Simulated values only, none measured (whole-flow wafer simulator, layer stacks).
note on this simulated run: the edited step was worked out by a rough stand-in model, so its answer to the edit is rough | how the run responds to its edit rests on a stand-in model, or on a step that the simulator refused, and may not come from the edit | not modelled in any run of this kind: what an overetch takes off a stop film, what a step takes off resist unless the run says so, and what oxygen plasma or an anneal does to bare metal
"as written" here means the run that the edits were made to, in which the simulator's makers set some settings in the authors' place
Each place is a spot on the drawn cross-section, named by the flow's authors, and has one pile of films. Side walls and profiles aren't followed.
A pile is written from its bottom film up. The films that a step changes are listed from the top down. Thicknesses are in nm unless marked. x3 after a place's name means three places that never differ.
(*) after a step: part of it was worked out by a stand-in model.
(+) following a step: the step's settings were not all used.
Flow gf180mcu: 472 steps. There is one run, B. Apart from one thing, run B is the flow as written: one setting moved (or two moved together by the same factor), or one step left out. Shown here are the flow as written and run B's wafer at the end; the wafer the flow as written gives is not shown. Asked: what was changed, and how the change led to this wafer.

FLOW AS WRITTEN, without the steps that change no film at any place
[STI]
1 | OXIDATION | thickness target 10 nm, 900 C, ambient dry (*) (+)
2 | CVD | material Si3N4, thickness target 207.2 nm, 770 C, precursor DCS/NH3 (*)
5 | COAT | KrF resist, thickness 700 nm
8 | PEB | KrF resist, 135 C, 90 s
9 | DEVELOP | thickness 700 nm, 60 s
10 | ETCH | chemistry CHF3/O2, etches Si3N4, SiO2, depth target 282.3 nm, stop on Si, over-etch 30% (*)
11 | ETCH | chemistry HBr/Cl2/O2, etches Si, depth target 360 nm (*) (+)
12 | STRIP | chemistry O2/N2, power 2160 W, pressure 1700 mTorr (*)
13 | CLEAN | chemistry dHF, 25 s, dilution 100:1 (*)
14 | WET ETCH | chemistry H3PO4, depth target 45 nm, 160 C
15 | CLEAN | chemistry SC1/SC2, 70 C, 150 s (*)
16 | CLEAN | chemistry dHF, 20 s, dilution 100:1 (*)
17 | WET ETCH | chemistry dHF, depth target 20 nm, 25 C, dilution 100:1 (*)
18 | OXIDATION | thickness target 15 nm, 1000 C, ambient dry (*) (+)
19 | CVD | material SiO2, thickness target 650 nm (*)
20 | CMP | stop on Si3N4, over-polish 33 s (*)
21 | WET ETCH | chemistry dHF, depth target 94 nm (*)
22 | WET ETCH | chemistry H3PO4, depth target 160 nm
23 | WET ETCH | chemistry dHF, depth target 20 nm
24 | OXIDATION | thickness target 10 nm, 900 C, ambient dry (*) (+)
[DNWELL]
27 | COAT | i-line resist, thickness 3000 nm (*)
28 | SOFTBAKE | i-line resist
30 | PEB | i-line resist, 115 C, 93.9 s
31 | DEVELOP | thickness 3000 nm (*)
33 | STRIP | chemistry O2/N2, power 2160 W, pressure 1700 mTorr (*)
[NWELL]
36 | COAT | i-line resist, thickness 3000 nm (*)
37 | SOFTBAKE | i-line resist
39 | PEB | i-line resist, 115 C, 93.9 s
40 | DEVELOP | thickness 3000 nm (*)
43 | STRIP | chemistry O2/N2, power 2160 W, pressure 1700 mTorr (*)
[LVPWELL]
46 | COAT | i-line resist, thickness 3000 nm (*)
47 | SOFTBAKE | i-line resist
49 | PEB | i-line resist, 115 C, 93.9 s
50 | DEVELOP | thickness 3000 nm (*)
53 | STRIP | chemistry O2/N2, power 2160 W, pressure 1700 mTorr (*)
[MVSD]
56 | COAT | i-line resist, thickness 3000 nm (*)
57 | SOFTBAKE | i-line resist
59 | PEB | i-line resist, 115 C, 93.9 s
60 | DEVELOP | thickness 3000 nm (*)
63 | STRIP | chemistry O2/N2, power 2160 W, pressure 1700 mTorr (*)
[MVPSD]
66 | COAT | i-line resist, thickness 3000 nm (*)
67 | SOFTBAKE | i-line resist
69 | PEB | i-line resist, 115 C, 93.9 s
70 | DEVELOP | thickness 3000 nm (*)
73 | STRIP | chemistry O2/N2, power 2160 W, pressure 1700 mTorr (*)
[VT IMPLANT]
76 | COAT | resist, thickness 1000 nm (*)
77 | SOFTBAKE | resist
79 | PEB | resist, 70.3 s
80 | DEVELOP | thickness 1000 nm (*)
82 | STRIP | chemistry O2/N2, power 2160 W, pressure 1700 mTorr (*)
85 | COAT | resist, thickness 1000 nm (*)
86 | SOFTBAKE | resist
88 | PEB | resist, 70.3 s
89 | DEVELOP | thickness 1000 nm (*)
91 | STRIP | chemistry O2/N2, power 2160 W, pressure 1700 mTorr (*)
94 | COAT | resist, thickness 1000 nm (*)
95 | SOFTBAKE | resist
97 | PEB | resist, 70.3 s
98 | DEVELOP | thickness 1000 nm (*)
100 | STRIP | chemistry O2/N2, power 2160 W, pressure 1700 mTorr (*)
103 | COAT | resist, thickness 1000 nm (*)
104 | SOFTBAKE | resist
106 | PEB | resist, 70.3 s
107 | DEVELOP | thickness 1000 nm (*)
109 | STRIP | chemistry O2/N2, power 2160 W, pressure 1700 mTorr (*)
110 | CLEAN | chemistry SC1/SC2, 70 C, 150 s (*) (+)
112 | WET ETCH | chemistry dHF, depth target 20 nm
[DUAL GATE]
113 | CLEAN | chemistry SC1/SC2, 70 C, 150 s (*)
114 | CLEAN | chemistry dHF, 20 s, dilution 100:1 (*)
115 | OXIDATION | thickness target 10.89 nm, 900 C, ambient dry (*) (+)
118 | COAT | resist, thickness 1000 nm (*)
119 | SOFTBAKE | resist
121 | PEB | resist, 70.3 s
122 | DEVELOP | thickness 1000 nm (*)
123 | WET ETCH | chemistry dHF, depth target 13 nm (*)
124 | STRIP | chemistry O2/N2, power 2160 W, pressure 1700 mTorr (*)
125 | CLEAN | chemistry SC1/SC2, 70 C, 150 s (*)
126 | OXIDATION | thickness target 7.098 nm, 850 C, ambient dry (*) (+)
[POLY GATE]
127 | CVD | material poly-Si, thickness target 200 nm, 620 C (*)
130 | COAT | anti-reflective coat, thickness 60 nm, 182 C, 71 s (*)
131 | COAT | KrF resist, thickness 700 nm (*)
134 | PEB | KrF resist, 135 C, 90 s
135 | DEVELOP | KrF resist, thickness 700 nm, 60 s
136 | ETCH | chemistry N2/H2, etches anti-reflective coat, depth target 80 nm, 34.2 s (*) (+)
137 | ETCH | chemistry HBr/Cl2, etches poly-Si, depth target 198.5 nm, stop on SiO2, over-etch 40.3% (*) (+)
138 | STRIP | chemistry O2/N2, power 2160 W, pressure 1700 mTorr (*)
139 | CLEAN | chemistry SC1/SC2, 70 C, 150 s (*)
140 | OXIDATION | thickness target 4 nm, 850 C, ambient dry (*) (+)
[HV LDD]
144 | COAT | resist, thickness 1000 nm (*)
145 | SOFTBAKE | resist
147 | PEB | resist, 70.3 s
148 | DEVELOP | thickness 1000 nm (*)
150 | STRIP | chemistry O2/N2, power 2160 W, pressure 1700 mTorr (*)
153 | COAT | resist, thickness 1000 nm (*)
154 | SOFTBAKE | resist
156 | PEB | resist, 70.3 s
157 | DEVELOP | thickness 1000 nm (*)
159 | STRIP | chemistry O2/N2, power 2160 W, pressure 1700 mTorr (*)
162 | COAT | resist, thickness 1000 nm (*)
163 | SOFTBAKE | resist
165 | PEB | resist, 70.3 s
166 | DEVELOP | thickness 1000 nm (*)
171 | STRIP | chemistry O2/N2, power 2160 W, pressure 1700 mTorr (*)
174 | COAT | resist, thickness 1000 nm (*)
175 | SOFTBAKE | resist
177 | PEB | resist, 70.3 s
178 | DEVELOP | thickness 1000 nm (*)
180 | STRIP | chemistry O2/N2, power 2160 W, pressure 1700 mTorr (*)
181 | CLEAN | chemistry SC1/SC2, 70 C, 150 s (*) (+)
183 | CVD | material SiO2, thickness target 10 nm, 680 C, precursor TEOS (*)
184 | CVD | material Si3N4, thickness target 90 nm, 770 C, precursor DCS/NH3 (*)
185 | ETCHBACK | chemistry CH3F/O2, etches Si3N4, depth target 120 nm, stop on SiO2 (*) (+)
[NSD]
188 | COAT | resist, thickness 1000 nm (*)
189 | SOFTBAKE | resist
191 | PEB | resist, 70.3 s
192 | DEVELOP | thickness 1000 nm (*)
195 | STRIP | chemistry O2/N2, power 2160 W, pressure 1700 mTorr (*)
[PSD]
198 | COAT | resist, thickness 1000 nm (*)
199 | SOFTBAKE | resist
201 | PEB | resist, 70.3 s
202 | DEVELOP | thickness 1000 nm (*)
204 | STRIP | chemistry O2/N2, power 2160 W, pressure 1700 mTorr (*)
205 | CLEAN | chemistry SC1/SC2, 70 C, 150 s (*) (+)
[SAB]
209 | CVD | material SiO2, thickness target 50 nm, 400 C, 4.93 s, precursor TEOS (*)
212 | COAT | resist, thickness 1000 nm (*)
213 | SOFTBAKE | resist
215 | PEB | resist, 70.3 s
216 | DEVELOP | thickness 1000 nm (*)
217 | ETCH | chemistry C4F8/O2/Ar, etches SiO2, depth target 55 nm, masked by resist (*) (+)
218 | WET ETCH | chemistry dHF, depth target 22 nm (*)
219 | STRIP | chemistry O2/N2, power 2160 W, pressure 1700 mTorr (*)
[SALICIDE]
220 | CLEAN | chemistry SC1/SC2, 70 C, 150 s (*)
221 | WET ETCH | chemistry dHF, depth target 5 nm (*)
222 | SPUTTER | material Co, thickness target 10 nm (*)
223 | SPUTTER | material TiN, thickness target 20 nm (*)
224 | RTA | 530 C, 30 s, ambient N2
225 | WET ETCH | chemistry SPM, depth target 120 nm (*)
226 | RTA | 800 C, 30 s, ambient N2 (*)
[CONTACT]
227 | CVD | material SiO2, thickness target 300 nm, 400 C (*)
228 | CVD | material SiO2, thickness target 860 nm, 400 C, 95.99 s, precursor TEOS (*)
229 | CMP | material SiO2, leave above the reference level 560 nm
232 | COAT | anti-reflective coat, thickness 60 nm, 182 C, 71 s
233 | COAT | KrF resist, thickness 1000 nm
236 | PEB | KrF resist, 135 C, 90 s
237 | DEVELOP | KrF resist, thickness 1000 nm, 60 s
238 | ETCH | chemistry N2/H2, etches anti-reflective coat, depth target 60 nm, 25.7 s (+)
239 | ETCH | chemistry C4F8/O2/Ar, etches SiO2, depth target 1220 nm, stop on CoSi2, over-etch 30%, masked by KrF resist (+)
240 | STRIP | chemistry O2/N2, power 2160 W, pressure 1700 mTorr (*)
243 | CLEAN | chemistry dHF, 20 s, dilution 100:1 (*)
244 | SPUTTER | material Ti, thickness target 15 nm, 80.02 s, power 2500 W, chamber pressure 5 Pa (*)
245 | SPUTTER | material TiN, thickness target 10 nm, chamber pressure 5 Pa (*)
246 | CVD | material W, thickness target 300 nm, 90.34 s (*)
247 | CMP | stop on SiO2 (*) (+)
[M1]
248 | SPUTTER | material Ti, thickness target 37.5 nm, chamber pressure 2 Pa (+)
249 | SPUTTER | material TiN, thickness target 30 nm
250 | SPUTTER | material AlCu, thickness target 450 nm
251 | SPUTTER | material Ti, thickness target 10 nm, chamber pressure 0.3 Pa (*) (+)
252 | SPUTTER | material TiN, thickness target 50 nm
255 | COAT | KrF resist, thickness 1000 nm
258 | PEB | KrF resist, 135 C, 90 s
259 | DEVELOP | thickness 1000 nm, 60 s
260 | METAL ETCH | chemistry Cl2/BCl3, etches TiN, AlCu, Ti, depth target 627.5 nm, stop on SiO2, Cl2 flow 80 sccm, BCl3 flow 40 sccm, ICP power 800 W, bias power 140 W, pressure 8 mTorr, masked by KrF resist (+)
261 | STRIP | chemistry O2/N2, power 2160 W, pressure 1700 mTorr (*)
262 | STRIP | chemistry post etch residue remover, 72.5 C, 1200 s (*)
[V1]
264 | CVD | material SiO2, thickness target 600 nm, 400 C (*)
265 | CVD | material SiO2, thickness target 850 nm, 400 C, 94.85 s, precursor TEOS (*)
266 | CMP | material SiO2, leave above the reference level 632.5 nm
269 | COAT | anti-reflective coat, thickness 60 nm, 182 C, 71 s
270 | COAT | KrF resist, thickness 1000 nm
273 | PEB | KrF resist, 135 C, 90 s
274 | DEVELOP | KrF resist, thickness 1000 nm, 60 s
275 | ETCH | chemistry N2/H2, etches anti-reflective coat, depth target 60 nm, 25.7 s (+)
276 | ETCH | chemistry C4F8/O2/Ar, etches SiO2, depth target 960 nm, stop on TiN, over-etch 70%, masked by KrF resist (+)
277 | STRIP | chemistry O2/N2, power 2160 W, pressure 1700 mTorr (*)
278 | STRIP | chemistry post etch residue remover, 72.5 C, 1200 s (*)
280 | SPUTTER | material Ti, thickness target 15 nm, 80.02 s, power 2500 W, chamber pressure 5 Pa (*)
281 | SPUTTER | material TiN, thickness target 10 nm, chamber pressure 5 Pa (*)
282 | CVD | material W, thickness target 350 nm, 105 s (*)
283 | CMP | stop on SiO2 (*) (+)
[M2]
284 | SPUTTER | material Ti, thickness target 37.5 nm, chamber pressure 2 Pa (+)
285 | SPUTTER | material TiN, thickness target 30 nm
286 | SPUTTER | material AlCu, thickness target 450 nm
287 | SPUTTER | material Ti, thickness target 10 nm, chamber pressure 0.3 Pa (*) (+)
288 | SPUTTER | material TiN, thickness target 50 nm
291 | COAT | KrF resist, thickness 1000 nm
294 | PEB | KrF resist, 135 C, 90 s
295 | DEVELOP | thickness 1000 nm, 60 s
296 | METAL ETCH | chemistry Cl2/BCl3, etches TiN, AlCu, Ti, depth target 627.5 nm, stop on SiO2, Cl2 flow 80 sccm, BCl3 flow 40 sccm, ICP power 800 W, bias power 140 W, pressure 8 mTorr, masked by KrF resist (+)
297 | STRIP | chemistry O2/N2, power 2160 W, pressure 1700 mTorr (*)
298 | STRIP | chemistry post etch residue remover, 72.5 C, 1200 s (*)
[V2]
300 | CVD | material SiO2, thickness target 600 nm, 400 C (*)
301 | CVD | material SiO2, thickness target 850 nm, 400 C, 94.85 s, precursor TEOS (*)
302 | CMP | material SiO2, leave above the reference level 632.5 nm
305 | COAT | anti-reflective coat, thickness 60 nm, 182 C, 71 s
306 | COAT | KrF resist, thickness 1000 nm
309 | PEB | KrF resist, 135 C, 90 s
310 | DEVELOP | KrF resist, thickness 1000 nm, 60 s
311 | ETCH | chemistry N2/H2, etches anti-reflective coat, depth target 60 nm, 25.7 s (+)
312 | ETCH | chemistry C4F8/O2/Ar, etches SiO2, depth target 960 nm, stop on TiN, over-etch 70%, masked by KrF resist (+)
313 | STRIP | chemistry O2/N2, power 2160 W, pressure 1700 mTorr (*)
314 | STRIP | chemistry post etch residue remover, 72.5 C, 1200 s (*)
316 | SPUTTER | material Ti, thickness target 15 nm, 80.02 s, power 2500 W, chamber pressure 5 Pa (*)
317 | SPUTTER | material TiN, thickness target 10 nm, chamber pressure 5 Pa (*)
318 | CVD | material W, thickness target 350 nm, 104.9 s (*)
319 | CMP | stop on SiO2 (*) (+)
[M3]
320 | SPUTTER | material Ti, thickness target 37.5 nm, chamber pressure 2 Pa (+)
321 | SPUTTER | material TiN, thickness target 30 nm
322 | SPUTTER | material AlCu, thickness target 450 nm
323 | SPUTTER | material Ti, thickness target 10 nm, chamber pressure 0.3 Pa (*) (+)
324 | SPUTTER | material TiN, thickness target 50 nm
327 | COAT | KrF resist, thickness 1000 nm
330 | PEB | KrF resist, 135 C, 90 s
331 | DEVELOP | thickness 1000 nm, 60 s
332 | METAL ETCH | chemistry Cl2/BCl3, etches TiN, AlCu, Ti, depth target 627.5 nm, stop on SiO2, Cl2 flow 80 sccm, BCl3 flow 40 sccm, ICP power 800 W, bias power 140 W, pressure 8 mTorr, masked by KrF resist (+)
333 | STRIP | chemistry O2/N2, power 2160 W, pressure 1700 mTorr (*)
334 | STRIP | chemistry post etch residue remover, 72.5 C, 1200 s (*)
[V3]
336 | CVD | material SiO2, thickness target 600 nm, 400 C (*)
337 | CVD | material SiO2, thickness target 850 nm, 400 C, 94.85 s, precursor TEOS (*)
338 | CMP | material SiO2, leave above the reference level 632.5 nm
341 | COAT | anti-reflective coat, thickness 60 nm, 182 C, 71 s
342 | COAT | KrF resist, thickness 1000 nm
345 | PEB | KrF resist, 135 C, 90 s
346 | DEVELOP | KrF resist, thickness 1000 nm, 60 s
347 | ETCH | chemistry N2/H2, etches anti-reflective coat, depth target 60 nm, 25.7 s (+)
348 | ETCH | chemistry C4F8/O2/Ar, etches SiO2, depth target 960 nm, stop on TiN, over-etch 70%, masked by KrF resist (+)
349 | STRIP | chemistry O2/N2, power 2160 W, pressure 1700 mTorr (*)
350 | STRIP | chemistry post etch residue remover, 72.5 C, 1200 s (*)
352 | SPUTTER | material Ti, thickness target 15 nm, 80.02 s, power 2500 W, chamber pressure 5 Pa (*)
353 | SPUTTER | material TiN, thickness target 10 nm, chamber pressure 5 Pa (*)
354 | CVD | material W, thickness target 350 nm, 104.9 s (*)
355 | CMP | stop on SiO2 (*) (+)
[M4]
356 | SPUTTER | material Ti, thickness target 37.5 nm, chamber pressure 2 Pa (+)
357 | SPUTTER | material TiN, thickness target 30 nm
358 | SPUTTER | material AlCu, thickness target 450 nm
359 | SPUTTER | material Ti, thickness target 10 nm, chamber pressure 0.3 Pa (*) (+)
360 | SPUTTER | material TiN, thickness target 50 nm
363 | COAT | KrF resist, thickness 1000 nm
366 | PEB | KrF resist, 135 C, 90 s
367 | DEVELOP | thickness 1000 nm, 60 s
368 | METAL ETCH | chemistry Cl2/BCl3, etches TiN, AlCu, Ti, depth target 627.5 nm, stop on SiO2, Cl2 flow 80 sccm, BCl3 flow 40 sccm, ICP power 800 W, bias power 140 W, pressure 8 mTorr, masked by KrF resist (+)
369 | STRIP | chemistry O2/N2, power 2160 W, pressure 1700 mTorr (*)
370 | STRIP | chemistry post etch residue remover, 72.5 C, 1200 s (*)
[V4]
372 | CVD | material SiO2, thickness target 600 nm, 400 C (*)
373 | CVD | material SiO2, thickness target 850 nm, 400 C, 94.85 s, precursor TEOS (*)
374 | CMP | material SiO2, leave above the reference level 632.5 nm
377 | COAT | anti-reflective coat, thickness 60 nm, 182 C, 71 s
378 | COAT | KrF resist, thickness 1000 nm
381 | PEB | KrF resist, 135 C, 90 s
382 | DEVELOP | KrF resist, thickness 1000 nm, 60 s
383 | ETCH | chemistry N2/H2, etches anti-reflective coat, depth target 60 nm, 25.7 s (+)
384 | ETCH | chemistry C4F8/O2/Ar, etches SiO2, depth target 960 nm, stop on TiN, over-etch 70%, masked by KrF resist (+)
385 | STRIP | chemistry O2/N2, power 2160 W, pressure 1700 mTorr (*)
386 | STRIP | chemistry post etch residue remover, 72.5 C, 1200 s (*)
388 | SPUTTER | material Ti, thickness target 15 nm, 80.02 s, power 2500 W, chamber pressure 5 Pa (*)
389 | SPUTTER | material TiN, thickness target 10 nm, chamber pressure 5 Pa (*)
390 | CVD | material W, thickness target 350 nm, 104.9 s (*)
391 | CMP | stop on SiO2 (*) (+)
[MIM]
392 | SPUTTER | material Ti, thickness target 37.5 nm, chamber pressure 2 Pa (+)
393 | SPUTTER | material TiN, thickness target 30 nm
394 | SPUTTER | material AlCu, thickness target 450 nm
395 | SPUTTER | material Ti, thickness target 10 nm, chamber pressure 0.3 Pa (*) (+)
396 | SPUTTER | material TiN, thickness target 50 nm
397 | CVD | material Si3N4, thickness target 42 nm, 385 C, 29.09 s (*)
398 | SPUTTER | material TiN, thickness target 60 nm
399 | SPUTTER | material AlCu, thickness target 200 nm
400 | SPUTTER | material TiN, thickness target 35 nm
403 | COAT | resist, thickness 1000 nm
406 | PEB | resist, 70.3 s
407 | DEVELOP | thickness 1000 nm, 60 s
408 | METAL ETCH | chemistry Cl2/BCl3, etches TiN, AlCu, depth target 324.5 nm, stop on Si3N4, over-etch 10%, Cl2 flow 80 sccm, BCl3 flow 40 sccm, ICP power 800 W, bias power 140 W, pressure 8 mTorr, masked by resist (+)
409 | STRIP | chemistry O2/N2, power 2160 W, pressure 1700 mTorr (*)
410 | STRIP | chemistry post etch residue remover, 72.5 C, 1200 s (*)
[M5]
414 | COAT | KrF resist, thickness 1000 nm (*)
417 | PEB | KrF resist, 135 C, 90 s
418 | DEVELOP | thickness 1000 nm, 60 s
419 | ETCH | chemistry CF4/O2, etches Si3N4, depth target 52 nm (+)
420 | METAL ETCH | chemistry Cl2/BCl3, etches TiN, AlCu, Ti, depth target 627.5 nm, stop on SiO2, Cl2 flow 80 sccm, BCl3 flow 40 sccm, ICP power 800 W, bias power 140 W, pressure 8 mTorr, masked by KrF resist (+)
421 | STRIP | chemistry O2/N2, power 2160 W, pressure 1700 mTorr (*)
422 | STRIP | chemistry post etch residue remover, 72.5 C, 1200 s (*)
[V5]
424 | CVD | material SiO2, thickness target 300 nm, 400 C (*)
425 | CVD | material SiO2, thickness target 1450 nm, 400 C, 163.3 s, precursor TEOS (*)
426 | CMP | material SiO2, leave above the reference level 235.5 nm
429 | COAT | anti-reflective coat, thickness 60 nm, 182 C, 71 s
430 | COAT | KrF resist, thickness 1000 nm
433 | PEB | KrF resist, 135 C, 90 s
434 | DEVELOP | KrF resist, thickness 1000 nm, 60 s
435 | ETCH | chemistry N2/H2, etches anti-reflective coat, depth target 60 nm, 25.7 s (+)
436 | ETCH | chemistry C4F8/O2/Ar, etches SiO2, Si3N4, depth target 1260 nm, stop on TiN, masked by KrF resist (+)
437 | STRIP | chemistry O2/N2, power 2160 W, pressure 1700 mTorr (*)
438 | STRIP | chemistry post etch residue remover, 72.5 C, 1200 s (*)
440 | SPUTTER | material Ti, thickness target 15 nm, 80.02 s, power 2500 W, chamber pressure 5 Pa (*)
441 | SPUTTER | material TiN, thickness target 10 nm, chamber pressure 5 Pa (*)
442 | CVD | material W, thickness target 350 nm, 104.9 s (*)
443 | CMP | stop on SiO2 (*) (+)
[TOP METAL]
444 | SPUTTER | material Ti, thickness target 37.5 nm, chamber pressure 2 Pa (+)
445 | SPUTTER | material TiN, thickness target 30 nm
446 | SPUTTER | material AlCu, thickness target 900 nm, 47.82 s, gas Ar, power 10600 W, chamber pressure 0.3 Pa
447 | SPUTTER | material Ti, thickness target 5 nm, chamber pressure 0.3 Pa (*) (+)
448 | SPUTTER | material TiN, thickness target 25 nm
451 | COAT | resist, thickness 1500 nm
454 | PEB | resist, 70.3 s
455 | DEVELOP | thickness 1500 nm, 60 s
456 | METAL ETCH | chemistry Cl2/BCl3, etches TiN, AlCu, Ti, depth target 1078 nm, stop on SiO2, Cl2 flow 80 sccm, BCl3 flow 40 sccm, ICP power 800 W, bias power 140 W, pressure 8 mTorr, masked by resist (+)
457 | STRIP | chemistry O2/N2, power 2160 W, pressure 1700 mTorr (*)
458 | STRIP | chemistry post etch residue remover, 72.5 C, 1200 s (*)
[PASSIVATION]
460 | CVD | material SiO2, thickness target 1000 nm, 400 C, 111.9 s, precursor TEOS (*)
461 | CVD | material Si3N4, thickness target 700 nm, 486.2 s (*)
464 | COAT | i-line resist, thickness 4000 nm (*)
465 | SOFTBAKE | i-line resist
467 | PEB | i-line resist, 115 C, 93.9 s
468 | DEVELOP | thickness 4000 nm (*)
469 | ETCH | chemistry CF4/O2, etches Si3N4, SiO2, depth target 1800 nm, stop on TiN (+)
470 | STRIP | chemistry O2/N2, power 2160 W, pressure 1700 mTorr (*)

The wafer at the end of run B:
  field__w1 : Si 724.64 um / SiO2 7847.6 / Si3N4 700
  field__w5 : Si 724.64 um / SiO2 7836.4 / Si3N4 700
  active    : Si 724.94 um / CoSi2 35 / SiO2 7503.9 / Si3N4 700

Cause: step 425, CVD: thickness target 761 nm was run, though the flow has thickness target 1450 nm; step 425, CVD: 85.72 s was run, where the flow has 163.3 s.

How this came from the change, step by step:
  425 | CVD | material SiO2, thickness target 1450 nm, 400 C, 163.3 s, precursor TEOS (*)
      field, field__w1, field__w4 and 100 more: SiO2 gains 770 (in the flow as written it would be: SiO2 gains 1450)
      field__w2, field__w3, field__w12 and 6 more: SiO2 gains 755.6 (in the flow as written it would be: SiO2 gains 1421.8)
  426 | CMP | material SiO2, leave above the reference level 235.5 nm
      field, field__w1, field__w5 and 92 more: nothing (in the flow as written it would be: SiO2 loses 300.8)
      field__w2, field__w3, field__w12 and 6 more: nothing (in the flow as written it would be: SiO2 loses 272.7)
      (and at 8 other places as well)
  429 | COAT | anti-reflective coat, thickness 60 nm, 182 C, 71 s
      field_sub__w2, field_sub__w4, ld_acc_p, ld_fp_p, ld_drift_p, ld_drn_p, ld_body_p_dnw: anti-reflective coat gains 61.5 (new film) (in the flow as written it would be: anti-reflective coat gains 60 (new film))
      p_well, sti, spacer, sd_n, pad, dice_street: anti-reflective coat gains 62.7 (new film) (in the flow as written it would be: anti-reflective coat gains 60 (new film))
      (and at 62 other places as well)
  430 | COAT | KrF resist, thickness 1000 nm
      field: KrF resist gains 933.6 (new film) (in the flow as written it would be: KrF resist gains 1000 (new film))
      field__w5: KrF resist gains 1021.5 (new film) (in the flow as written it would be: KrF resist gains 1000 (new film))
      (and at 27 other places as well)
  433 | PEB | KrF resist, 135 C, 90 s
      field__w7, gate_p: KrF resist loses 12 (in the flow as written it would be: KrF resist loses 10.5)
      field: KrF resist loses 9.5 (in the flow as written it would be: KrF resist loses 10.5)
      (and at 18 other places as well)
  434 | DEVELOP | KrF resist, thickness 1000 nm, 60 s
      contact: KrF resist loses 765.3 (all of it) (in the flow as written it would be: KrF resist loses 989.5 (all of it))
  435 | ETCH | chemistry N2/H2, etches anti-reflective coat, depth target 60 nm, 25.7 s (+)
      contact: anti-reflective coat loses 10.5 (all of it), SiO2 loses 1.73 (in the flow as written it would be: anti-reflective coat loses 60 (all of it), SiO2 loses 0.46)
  437 | STRIP | chemistry O2/N2, power 2160 W, pressure 1700 mTorr (*)
      p_well, sti, spacer, sd_n, pad, dice_street: KrF resist loses 680 (all of it), anti-reflective coat loses 62.7 (all of it) (in the flow as written it would be: KrF resist loses 679.2 (all of it), anti-reflective coat loses 60 (all of it))
      ld_sd_p, ld_gate_p: KrF resist loses 682.9 (all of it), anti-reflective coat loses 61.6 (all of it) (in the flow as written it would be: KrF resist loses 679.2 (all of it), anti-reflective coat loses 60 (all of it))
      (and at 66 other places as well)
  440 | SPUTTER | material Ti, thickness target 15 nm, 80.02 s, power 2500 W, chamber pressure 5 Pa (*)
      field__w2: Ti gains 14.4 (new film) (in the flow as written it would be: Ti gains 15 (new film))
      contact: Ti gains 10.1 (new film) (in the flow as written it would be: Ti gains 8.12 (new film))
  441 | SPUTTER | material TiN, thickness target 10 nm, chamber pressure 5 Pa (*)
      contact: TiN gains 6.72 (new film) (in the flow as written it would be: TiN gains 5.38 (new film))
  442 | CVD | material W, thickness target 350 nm, 104.9 s (*)
      contact: W gains 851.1 (new film) (in the flow as written it would be: W gains 1233.6 (new film))
  443 | CMP | stop on SiO2 (*) (+)
      field__w3, field__w12, npoly_sal, ppoly_sal, nw_sep_fld, gate_hv5, gate_p_hv5, sti_nw: W loses 350 (all of it), TiN loses 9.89 (all of it), Ti loses 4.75 (in the flow as written it would be: W loses 350 (all of it), TiN loses 10 (all of it), Ti loses 15 (all of it), SiO2 loses 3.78)
      field__w2: W loses 350.2 (all of it), TiN loses 9.56 (all of it), Ti loses 4.27 (in the flow as written it would be: W loses 350 (all of it), TiN loses 10 (all of it), Ti loses 15 (all of it), SiO2 loses 3.78)
      (and at 7 other places as well)
  444 | SPUTTER | material Ti, thickness target 37.5 nm, chamber pressure 2 Pa (+)
      field__w2, field__w3, field__w12 and 6 more: Ti gains 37 (in the flow as written it would be: Ti gains 37.5 (new film))
  445 | SPUTTER | material TiN, thickness target 30 nm
      field__w2, field__w3, field__w12 and 6 more: TiN gains 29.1 (new film) (in the flow as written it would be: TiN gains 30 (new film))
  447 | SPUTTER | material Ti, thickness target 5 nm, chamber pressure 0.3 Pa (*) (+)
      field__w2: Ti gains 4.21 (new film) (in the flow as written it would be: Ti gains 5 (new film))
  448 | SPUTTER | material TiN, thickness target 25 nm
      field__w3, field__w12, npoly_sal, ppoly_sal, nw_sep_fld, gate_hv5, gate_p_hv5, sti_nw: TiN gains 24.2 (new film) (in the flow as written it would be: TiN gains 25 (new film))
      field__w2: TiN gains 20.9 (new film) (in the flow as written it would be: TiN gains 25 (new film))
  ... 9 further steps ...
  470 | STRIP | chemistry O2/N2, power 2160 W, pressure 1700 mTorr (*)
      field__w8, m1__w1: i-line resist loses 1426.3 (all of it) (in the flow as written it would be: i-line resist loses 1775.9 (all of it))
      m1: i-line resist loses 1441.8 (all of it) (in the flow as written it would be: i-line resist loses 1798.9 (all of it))
      (and at 3 other places as well)
